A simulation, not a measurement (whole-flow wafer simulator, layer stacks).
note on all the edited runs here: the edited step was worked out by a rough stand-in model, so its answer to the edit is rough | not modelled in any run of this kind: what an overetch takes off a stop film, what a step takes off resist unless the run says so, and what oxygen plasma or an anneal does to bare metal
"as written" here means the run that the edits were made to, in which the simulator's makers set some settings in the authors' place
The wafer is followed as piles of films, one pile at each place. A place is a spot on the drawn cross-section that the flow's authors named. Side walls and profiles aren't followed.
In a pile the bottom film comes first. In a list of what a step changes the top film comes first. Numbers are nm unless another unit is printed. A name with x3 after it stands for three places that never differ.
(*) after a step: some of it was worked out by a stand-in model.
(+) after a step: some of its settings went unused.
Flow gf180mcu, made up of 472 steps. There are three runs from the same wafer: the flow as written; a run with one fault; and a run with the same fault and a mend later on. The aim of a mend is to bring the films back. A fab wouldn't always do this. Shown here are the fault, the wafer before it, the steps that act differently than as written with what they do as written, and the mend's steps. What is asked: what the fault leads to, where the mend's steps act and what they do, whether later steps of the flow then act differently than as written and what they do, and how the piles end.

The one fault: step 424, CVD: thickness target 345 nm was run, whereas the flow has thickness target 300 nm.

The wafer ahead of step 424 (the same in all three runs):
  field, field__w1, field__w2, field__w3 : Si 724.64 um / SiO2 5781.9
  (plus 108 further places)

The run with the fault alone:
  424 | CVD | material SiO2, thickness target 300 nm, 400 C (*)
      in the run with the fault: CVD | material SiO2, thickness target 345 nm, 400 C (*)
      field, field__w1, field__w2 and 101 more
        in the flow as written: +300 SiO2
        in the run with the fault: +345 SiO2
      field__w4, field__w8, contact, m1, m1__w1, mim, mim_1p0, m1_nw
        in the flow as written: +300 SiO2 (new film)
        in the run with the fault: +345 SiO2 (new film)
  Later steps of the flow acting differently than as written (not shown: 2 more steps that differ only slightly, by at most 2% or 0.5 nm, whichever is larger):
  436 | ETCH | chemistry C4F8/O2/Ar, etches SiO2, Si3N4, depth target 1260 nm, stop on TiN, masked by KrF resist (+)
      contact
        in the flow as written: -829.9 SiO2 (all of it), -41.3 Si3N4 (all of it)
        in the run with the fault: -874.9 SiO2 (all of it), -41.3 Si3N4 (all of it)
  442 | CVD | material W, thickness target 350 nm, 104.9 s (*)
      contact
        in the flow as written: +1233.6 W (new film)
        in the run with the fault: +1278.9 W (new film)
  At field__w4, field__w8, contact, m1, m1__w1, mim, mim_1p0, m1_nw, the piles at the end differ from the flow's by more than 2% or 0.5 nm, whichever is larger.
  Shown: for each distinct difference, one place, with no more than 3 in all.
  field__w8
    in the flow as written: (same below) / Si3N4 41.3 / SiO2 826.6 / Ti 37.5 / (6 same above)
    in the run with the fault: (same below) / Si3N4 41.3 / SiO2 871.6 / Ti 37.5 / (6 same above)
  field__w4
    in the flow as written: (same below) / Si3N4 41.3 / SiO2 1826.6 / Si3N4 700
    in the run with the fault: (same below) / Si3N4 41.3 / SiO2 1871.6 / Si3N4 700
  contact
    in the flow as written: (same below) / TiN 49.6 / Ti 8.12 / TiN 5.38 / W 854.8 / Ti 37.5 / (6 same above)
    in the run with the fault: (same below) / TiN 49.6 / Ti 7.91 / TiN 5.24 / W 900.1 / Ti 37.5 / (6 same above)

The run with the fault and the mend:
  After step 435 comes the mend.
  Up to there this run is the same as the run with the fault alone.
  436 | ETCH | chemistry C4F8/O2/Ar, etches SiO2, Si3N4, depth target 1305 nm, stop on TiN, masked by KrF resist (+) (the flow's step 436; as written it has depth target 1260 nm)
      field, field__w1, field__w2 and 108 more
        -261 KrF resist
      contact
        -874.9 SiO2 (all of it), -41.3 Si3N4 (all of it)
  Later steps of the flow acting differently than as written (not shown: 3 more steps that differ only slightly, by at most 2% or 0.5 nm, whichever is larger):
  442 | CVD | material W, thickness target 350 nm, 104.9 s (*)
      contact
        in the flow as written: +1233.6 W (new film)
        in the run with the mend: +1278.9 W (new film)
  At field__w4, field__w8, contact, m1, m1__w1, mim, mim_1p0, m1_nw, the piles at the end differ from the flow's by more than 2% or 0.5 nm, whichever is larger.
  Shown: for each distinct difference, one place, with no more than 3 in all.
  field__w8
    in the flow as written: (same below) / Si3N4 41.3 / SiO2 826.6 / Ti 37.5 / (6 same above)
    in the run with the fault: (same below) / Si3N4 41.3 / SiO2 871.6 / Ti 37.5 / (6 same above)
    in the run with the mend: (same below) / Si3N4 41.3 / SiO2 871.6 / Ti 37.5 / (6 same above)
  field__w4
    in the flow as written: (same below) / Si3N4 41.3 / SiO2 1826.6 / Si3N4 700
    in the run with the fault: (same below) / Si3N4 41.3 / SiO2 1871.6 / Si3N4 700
    in the run with the mend: (same below) / Si3N4 41.3 / SiO2 1871.6 / Si3N4 700
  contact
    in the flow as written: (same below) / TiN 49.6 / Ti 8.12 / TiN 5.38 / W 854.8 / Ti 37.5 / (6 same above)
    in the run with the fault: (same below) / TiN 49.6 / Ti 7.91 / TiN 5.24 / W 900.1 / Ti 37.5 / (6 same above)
    in the run with the mend: (same below) / TiN 49.6 / Ti 7.91 / TiN 5.24 / W 900.1 / Ti 37.5 / (6 same above)
